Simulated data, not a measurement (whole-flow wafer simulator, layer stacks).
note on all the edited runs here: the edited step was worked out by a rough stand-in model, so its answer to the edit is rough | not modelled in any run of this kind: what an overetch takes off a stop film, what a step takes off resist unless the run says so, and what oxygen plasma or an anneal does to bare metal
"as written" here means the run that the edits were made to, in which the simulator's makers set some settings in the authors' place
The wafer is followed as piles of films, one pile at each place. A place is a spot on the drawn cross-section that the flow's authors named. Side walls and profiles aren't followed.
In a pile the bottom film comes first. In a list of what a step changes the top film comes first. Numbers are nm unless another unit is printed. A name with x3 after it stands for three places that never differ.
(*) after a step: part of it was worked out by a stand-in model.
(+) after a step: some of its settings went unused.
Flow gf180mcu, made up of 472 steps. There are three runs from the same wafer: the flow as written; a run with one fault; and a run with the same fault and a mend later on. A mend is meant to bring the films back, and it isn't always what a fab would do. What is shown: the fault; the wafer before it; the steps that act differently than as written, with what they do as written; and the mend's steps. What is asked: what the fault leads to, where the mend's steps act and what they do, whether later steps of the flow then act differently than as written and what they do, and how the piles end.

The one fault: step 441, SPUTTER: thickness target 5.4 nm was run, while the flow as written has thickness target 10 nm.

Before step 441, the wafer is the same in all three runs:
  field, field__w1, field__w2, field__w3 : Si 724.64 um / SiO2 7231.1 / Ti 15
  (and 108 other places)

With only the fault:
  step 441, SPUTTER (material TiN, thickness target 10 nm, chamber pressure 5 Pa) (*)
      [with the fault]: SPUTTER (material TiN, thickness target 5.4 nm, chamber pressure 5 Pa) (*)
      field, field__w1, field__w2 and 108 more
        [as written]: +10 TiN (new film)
        [with the fault]: +5.4 TiN (new film)
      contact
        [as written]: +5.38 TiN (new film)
        [with the fault]: +2.91 TiN (new film)
  Later steps of the flow acting differently than as written (1 more step, not shown, differs only slightly: by at most 2% or 0.5 nm, whichever is larger):
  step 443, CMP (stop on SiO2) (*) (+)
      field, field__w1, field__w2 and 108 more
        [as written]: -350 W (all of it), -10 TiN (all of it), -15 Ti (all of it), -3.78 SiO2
        [with the fault]: -350 W (all of it), -5.4 TiN (all of it), -15 Ti (all of it), -3.74 SiO2
  By the end, the piles at contact depart from the flow's by more than 2% or 0.5 nm, whichever is larger.
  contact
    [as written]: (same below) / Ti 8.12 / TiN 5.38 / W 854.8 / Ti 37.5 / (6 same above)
    [with the fault]: (same below) / Ti 8.12 / TiN 2.91 / W 857.3 / Ti 37.5 / (6 same above)

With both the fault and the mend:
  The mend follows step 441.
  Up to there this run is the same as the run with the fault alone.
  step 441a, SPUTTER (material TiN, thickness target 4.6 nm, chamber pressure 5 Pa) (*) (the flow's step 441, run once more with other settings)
      field, field__w1, field__w2 and 108 more
        +4.6 TiN
      contact
        +2.47 TiN
  Every later step of the flow that is run acts as written at every place that is followed.
  By the end, the piles equal the flow's at every place that both follow.
